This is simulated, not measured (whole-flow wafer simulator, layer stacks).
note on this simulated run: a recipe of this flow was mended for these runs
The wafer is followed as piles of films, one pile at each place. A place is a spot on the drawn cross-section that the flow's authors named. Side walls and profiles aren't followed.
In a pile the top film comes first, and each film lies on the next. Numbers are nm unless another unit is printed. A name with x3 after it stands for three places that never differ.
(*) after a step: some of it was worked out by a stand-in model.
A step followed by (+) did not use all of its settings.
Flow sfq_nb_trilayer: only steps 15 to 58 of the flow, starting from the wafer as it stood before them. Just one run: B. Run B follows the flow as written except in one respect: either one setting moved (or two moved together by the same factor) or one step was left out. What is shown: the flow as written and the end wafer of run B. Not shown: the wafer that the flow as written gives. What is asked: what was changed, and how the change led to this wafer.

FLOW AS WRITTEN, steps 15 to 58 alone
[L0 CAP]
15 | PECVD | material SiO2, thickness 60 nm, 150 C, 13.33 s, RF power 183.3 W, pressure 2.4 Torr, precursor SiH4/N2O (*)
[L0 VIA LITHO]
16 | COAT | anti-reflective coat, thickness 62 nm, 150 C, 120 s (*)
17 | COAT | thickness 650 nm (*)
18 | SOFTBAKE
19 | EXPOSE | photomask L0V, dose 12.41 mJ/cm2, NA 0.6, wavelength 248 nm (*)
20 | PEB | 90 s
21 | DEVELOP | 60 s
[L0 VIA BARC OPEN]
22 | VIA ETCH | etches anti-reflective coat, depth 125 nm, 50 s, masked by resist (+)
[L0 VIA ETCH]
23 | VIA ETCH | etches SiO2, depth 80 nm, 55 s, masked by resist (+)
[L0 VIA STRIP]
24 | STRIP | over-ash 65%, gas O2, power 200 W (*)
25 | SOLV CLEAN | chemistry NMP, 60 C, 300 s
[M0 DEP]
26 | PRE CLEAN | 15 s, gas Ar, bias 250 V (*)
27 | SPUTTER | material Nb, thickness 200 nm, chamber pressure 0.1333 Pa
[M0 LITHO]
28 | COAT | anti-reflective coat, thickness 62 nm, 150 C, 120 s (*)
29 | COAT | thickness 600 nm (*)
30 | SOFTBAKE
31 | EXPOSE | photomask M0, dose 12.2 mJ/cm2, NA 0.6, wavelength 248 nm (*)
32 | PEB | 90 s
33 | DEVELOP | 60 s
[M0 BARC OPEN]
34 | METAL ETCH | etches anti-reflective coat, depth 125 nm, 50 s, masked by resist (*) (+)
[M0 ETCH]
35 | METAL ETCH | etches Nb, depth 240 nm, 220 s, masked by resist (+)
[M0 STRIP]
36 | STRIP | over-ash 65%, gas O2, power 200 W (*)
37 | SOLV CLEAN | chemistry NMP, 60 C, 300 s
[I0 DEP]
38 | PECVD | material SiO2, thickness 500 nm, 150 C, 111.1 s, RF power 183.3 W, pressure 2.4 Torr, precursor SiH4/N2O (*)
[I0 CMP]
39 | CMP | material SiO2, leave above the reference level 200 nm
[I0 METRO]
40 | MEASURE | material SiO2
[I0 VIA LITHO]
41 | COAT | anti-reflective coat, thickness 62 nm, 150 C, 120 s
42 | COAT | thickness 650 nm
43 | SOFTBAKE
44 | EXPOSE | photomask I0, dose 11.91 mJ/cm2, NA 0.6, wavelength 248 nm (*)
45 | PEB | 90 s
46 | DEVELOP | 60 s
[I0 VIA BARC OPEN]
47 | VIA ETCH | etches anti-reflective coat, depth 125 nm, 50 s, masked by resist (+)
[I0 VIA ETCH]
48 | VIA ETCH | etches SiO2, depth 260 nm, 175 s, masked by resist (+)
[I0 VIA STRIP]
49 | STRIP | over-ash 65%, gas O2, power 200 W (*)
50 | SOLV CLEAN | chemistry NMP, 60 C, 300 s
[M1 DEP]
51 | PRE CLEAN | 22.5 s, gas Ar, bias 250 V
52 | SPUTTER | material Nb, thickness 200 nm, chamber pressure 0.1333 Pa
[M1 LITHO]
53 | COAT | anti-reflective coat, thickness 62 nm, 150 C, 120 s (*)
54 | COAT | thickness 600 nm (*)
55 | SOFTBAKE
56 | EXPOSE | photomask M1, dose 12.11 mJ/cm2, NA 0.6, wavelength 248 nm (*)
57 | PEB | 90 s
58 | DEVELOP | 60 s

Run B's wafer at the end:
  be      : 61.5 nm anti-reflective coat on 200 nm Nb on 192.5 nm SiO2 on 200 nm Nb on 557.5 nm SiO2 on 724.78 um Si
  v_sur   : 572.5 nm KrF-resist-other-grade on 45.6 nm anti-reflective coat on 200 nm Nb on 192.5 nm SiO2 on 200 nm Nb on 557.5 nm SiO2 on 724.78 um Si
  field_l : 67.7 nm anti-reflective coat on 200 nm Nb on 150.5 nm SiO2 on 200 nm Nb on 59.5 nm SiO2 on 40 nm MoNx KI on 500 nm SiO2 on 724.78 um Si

The reason: step 15, PECVD: RF power 212.6 W was run, though the flow has RF power 183.3 W.

The path from the change to this, step by step:
  15 | PECVD | material SiO2, thickness 60 nm, 150 C, 13.33 s, RF power 183.3 W, pressure 2.4 Torr, precursor SiH4/N2O (*)
      v_sur, via_wl, via_w and 97 more: SiO2 gains 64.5 (it would be, as written: SiO2 gains 60)
      field_l, l0_sur, l0v, l0r_line_l, l0r_line_c, l0r_line_r: SiO2 gains 64.5 (new film) (it would be, as written: SiO2 gains 60 (new film))
  23 | VIA ETCH | etches SiO2, depth 80 nm, 55 s, masked by resist (+)
      l0v: SiO2 loses 64.1 (all of it), MoNx KI loses 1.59 (it would be, as written: SiO2 loses 59.7 (all of it), MoNx KI loses 2.03)
  28 | COAT | anti-reflective coat, thickness 62 nm, 150 C, 120 s (*)
      l0_sur: anti-reflective coat gains 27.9 (new film) (it would be, as written: anti-reflective coat gains 29.3 (new film))
  36 | STRIP | over-ash 65%, gas O2, power 200 W (*)
      l0_sur: KrF-resist-other-grade loses 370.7 (all of it), anti-reflective coat loses 27.9 (all of it) (it would be, as written: KrF-resist-other-grade loses 370 (all of it), anti-reflective coat loses 29.3 (all of it))
